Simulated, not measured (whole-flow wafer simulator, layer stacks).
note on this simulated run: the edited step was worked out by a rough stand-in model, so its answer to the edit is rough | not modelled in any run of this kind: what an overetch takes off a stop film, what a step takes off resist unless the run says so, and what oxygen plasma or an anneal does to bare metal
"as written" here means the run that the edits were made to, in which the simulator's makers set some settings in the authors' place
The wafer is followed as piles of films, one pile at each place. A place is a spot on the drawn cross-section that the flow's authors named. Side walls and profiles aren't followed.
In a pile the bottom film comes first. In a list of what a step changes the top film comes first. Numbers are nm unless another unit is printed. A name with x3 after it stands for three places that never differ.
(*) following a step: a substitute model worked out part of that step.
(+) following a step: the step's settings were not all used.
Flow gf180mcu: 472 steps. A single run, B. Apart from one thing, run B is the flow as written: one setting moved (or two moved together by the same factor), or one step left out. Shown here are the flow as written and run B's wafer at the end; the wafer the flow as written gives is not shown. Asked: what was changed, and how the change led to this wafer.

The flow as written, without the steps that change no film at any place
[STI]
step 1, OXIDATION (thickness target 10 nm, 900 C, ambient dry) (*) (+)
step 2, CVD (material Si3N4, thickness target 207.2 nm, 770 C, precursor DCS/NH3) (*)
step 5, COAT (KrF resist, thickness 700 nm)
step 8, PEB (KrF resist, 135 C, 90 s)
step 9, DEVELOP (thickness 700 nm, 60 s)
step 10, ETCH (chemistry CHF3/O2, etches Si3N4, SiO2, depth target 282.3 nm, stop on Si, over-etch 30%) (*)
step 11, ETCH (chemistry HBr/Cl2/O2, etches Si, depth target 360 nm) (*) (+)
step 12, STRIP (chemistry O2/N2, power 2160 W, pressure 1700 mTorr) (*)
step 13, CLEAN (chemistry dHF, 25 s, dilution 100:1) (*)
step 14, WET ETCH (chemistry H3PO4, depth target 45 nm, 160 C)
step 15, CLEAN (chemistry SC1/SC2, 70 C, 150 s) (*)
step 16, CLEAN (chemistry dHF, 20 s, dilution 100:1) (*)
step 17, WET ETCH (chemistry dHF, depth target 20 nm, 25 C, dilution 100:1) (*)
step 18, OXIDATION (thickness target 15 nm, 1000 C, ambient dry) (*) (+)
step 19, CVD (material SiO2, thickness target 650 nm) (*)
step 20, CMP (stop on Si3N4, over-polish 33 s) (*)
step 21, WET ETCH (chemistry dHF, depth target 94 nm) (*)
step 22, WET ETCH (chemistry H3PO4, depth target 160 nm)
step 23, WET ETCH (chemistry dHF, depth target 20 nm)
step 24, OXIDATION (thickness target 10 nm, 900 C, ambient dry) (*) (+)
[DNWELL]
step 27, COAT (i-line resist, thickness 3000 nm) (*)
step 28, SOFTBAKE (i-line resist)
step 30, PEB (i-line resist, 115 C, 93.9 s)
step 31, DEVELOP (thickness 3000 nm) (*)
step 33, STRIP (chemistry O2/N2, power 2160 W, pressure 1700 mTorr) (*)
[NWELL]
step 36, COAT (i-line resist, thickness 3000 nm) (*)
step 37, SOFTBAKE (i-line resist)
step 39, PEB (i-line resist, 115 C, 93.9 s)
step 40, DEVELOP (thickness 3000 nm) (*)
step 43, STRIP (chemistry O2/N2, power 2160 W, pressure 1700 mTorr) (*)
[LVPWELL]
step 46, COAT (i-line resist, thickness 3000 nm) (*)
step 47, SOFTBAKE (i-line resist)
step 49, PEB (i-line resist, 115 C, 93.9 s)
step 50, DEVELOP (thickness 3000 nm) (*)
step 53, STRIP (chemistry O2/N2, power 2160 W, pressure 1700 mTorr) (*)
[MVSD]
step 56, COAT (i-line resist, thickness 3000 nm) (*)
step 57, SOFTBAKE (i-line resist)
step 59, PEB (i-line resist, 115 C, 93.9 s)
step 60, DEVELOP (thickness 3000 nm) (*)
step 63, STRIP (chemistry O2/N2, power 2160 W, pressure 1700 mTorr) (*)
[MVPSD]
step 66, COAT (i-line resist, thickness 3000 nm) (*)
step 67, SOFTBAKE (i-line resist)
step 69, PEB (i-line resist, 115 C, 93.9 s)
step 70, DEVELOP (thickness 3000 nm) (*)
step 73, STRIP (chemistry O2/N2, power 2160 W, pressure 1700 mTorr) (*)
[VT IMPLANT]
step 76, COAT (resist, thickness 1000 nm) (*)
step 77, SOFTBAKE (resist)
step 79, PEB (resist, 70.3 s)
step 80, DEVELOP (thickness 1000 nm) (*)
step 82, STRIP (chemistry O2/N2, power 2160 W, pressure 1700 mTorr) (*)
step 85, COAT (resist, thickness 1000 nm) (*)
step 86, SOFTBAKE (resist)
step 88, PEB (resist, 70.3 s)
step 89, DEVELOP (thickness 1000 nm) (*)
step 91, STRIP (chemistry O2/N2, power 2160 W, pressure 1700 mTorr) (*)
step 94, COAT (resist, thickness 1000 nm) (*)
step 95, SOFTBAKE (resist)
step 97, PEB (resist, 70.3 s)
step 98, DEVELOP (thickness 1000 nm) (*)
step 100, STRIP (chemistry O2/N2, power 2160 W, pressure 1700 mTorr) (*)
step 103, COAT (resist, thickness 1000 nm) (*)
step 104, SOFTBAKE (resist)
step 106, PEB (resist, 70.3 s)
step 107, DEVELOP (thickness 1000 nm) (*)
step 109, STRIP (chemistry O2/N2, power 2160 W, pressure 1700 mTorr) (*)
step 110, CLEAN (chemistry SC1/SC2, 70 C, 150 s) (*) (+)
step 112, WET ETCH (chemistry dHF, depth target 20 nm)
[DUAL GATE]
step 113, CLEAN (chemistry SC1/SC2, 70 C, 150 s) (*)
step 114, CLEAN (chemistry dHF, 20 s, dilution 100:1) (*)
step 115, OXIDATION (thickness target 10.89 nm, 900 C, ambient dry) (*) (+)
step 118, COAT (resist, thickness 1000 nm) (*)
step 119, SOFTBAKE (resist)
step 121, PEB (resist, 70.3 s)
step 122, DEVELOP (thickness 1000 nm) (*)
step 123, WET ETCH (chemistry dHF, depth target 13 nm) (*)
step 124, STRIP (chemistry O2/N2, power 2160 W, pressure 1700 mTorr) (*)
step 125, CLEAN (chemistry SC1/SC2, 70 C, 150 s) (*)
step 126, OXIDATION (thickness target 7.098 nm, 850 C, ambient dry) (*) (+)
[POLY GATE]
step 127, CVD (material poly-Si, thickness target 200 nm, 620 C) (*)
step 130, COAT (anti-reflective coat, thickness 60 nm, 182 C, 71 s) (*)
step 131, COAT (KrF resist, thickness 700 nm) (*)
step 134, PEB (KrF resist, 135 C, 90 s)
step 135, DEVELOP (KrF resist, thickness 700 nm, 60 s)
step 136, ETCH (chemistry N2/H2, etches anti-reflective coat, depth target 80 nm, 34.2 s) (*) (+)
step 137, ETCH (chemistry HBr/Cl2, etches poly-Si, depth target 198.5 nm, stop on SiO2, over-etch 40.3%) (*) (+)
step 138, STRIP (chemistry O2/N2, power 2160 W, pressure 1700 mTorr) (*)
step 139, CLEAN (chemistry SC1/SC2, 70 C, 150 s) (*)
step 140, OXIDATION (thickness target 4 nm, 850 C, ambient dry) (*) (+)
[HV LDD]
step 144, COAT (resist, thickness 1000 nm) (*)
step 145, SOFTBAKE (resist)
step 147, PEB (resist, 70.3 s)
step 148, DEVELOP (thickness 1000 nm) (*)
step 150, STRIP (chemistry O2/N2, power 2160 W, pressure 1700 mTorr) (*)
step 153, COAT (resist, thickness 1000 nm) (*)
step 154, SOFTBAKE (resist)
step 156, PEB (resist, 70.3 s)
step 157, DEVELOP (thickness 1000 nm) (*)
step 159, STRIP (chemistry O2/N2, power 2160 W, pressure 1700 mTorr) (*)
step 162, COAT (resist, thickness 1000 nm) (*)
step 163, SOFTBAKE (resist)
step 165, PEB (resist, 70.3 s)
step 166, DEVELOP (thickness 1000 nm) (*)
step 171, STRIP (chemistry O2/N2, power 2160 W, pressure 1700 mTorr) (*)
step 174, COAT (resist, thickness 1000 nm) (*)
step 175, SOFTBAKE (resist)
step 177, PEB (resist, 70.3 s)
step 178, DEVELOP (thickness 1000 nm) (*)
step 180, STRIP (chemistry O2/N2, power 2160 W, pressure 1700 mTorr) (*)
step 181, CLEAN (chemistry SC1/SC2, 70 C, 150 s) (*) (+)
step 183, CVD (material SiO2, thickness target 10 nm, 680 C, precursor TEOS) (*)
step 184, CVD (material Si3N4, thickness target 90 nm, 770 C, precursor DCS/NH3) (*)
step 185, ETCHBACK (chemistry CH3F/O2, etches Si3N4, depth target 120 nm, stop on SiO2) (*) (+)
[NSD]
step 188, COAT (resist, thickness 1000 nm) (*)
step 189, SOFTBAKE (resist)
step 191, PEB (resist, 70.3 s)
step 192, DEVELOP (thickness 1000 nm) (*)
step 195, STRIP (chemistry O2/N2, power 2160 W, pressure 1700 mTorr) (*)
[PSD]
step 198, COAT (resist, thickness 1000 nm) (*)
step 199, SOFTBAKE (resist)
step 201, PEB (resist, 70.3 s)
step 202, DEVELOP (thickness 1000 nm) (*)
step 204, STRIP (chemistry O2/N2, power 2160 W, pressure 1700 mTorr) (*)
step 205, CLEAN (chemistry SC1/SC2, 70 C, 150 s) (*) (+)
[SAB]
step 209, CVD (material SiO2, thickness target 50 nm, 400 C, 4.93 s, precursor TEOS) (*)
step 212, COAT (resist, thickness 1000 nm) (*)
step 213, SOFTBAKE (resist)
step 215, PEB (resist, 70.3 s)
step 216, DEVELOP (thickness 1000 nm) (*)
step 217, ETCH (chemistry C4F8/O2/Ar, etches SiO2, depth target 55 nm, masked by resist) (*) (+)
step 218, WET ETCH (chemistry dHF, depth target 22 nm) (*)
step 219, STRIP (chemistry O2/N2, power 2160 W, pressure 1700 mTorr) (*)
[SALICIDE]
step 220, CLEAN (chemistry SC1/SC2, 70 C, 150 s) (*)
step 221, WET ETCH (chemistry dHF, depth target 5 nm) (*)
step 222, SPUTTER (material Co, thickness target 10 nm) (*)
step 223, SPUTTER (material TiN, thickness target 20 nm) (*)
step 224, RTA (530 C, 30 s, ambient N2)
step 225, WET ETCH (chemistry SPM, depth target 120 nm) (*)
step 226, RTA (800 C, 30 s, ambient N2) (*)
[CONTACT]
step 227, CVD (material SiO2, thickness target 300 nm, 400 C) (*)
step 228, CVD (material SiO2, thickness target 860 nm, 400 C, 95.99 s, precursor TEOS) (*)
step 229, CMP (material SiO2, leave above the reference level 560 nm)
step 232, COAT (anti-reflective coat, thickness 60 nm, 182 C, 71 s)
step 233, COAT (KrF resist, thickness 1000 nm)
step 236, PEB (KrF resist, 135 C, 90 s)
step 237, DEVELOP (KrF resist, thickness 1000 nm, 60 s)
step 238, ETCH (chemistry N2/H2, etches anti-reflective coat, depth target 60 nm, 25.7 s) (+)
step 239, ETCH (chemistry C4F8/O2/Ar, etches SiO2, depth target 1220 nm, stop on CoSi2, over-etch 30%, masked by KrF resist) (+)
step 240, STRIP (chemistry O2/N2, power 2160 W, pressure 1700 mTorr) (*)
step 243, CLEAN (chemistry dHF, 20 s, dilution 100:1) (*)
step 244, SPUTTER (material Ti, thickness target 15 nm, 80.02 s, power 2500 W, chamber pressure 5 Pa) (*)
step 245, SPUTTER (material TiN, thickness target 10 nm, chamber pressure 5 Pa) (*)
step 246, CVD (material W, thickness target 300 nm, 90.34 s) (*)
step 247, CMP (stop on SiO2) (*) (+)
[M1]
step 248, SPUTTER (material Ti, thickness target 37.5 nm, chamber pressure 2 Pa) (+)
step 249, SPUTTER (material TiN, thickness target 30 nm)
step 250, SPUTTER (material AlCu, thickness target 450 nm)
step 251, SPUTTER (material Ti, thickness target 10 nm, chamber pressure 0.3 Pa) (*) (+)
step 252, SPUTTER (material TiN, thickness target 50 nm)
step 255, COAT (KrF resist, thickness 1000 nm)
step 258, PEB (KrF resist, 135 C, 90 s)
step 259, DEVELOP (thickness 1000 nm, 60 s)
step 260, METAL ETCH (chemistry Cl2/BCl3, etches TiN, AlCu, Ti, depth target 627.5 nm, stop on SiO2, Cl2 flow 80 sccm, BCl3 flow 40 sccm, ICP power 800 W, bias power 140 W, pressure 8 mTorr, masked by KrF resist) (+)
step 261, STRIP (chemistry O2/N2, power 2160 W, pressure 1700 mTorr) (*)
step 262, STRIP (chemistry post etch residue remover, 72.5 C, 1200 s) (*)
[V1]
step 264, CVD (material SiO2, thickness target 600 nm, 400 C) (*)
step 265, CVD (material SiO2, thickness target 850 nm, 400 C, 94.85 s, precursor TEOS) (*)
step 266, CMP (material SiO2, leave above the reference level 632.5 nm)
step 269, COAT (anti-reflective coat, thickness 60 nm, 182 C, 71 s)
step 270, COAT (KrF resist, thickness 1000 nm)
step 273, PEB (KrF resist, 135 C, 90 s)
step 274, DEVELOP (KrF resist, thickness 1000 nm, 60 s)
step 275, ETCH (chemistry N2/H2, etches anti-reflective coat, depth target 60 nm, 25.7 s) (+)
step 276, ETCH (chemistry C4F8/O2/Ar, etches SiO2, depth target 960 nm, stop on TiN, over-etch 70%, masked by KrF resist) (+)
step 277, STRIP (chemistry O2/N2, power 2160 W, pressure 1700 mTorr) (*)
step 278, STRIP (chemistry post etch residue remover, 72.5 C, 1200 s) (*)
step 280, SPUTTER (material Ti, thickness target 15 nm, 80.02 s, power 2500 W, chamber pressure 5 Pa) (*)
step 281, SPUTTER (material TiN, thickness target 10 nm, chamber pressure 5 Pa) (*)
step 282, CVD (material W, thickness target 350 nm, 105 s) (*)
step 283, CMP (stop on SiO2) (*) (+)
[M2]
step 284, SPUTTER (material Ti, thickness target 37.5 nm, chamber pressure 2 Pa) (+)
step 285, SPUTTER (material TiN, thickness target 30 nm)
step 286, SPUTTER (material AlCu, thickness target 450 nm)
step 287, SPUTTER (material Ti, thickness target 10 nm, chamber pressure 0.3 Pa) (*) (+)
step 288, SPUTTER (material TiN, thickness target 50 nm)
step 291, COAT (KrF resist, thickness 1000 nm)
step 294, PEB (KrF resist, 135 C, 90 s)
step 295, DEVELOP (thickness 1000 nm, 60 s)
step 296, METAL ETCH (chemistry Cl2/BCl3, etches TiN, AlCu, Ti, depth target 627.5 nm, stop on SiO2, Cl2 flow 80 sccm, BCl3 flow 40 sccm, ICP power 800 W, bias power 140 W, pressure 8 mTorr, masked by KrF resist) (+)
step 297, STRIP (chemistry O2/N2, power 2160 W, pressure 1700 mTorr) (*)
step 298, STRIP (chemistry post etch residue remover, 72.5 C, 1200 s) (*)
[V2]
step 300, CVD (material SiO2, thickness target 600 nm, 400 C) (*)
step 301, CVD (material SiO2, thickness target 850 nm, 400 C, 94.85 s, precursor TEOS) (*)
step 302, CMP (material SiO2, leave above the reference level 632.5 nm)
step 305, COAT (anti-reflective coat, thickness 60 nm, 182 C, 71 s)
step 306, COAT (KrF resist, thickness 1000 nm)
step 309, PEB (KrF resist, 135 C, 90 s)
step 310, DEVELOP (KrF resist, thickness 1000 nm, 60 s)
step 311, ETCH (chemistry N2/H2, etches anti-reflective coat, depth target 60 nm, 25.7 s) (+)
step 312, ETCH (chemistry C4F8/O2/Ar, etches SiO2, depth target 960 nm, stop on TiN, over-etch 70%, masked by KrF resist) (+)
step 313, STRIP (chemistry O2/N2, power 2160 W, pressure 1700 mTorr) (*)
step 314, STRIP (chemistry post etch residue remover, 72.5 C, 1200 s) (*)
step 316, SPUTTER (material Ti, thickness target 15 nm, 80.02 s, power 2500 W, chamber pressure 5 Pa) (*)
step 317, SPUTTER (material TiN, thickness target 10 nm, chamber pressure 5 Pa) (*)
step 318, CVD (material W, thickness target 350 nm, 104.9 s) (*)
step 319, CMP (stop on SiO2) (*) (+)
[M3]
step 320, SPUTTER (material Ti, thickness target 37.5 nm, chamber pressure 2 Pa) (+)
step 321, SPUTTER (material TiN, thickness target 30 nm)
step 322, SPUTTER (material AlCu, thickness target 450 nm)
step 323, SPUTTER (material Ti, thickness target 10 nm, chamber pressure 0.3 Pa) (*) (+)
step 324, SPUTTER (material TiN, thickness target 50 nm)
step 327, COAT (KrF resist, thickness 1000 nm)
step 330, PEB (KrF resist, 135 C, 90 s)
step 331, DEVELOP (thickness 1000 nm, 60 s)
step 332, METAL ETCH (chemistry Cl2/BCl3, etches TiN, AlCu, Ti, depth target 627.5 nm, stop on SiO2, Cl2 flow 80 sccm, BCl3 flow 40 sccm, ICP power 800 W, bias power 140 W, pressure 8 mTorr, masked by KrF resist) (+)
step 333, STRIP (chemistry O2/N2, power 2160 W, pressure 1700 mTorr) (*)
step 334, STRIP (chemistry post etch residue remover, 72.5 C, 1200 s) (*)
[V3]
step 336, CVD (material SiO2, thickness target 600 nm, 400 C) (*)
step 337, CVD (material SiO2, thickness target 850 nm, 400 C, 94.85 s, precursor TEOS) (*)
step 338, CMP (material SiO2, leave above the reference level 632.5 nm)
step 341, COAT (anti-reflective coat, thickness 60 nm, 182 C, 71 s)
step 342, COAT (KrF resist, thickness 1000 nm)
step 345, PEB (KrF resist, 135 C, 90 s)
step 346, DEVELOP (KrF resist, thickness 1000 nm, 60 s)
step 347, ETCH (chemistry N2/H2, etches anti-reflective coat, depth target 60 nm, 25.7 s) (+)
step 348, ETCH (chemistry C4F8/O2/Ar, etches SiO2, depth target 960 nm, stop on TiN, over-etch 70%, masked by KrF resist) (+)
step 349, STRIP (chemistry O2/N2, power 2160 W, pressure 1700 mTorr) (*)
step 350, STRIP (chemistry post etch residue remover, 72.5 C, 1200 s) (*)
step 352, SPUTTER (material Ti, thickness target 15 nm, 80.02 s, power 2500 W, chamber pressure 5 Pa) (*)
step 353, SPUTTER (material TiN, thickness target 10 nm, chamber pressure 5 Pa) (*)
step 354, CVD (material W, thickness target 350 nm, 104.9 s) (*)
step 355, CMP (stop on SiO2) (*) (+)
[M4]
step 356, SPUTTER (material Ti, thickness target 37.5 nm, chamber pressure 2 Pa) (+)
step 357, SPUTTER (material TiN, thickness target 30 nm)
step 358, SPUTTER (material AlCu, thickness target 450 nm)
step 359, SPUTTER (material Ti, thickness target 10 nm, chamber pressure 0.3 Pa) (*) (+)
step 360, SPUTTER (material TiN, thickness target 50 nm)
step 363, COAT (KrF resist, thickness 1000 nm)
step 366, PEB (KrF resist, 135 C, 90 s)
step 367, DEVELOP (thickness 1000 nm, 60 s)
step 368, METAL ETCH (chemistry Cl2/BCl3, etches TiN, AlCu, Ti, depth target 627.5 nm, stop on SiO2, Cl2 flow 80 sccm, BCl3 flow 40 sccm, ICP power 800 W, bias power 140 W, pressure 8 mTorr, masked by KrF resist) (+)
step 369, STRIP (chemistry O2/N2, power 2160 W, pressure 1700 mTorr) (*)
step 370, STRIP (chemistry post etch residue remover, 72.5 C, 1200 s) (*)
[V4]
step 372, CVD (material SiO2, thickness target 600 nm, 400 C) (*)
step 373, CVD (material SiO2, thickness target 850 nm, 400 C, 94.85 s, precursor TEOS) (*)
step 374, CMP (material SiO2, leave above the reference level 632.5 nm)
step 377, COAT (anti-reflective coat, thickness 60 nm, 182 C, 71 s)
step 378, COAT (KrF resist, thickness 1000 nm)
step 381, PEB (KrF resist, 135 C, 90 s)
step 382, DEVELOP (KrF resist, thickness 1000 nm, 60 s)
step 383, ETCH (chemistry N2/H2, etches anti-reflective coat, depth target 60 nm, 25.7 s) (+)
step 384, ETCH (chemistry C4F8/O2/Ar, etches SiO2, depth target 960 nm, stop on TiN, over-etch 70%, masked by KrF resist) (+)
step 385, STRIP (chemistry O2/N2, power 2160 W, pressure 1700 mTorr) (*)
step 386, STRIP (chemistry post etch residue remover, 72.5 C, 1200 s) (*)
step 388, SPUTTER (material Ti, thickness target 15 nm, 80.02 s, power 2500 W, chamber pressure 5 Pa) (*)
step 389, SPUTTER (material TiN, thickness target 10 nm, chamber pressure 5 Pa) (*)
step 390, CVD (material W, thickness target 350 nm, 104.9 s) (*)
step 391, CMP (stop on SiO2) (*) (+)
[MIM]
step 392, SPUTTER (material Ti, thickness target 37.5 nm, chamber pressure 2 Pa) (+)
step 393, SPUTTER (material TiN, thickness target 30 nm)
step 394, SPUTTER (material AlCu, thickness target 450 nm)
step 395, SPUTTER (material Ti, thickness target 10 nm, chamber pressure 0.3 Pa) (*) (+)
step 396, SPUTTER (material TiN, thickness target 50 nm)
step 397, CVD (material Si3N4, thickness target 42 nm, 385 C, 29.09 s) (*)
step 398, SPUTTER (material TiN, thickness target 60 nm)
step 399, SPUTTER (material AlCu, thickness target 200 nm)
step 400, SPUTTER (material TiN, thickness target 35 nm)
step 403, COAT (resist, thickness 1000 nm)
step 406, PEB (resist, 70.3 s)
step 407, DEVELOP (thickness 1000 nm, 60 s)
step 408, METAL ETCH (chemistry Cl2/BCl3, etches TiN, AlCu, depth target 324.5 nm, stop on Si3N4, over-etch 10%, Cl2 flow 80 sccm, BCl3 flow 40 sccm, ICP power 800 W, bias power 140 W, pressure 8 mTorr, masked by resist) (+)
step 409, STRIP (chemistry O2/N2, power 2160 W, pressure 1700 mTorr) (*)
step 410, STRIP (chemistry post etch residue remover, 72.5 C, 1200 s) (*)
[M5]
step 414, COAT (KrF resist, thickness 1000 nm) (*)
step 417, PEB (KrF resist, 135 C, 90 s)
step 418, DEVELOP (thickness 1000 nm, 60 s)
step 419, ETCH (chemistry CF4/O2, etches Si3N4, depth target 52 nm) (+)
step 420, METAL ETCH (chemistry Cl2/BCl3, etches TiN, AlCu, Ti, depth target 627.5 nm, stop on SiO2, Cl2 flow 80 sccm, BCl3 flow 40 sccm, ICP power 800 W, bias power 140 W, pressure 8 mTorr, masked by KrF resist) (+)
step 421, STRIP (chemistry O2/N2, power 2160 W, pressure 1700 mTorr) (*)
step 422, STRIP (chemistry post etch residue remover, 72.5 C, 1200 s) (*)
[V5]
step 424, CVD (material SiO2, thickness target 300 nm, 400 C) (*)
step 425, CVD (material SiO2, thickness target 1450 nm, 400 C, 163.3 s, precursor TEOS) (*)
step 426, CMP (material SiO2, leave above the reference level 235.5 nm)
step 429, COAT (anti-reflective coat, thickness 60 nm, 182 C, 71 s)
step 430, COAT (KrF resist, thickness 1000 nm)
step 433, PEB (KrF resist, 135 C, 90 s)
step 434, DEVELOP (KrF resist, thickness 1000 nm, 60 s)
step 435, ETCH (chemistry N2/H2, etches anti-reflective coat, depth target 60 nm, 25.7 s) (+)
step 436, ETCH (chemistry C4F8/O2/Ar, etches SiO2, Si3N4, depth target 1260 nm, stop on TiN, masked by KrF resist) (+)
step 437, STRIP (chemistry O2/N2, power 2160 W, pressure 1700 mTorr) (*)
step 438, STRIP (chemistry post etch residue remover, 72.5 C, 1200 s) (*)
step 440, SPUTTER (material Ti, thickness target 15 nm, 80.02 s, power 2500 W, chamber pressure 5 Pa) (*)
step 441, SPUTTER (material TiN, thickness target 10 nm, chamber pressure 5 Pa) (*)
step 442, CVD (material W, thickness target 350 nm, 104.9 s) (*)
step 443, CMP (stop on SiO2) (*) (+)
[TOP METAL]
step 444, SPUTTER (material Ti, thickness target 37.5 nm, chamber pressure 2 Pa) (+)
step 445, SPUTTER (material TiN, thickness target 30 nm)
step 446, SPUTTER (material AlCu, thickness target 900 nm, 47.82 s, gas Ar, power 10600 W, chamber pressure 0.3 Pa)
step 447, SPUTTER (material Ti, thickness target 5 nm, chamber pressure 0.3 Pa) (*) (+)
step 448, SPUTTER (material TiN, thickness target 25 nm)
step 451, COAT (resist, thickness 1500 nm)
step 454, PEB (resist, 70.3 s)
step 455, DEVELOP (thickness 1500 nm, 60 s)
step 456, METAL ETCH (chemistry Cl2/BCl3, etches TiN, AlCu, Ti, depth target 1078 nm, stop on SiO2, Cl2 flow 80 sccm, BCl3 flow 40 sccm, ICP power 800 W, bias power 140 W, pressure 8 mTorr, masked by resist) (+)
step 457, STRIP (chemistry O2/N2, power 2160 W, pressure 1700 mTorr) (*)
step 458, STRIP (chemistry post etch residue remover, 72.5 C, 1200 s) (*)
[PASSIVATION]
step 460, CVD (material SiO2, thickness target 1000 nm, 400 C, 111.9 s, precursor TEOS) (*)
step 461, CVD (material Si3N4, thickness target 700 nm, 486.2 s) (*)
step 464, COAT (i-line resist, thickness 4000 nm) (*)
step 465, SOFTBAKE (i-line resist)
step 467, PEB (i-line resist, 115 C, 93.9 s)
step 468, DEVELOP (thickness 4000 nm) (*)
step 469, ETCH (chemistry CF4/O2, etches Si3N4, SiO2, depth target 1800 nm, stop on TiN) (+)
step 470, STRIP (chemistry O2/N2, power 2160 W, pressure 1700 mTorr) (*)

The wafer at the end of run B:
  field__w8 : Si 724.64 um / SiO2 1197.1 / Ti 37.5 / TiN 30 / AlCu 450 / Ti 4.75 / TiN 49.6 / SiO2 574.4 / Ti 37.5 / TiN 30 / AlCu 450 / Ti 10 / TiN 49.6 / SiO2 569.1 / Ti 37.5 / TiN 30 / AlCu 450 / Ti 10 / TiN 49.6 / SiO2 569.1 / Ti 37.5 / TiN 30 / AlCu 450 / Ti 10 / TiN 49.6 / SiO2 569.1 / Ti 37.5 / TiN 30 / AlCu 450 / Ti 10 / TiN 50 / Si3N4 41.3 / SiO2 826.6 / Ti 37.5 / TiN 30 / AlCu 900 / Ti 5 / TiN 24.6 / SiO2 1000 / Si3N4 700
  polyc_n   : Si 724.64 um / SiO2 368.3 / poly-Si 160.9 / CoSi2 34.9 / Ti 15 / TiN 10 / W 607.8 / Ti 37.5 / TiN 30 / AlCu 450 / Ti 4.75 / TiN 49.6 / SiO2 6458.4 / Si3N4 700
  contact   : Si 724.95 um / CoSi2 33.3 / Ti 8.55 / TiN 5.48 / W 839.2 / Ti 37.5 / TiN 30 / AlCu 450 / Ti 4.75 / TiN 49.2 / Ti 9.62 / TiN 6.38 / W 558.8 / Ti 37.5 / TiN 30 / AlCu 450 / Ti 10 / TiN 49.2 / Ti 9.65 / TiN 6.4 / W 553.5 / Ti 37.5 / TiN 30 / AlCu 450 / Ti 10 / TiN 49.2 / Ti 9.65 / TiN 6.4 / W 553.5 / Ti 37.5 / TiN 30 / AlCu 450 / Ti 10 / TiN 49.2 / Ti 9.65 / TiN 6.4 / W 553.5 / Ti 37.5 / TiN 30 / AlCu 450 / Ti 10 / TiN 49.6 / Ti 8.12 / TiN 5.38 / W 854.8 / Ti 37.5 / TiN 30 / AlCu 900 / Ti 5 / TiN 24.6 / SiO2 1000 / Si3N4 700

What caused this: step 251, SPUTTER: thickness target 4.75 nm was run, whereas the flow has thickness target 10 nm.
The wafer itself shows it: field__w8 has Ti 4.75, and step 251 as written asks for 10 nm.

The path from the change to this, step by step:
  step 251, SPUTTER (material Ti, thickness target 10 nm, chamber pressure 0.3 Pa) (*) (+)
      field, field__w1, field__w2 and 108 more: Ti gains 4.75 (new film) (it would be, as written: Ti gains 10 (new film))
  step 260, METAL ETCH (chemistry Cl2/BCl3, etches TiN, AlCu, Ti, depth target 627.5 nm, stop on SiO2, Cl2 flow 80 sccm, BCl3 flow 40 sccm, ICP power 800 W, bias power 140 W, pressure 8 mTorr, masked by KrF resist) (+)
      field, field__w1, field__w2 and 99 more: TiN loses 50 (all of it), Ti loses 4.75 (all of it), AlCu loses 450 (all of it), TiN loses 30 (all of it), Ti loses 37.5 (all of it) (it would be, as written: TiN loses 50 (all of it), Ti loses 10 (all of it), AlCu loses 450 (all of it), TiN loses 30 (all of it), Ti loses 37.5 (all of it))
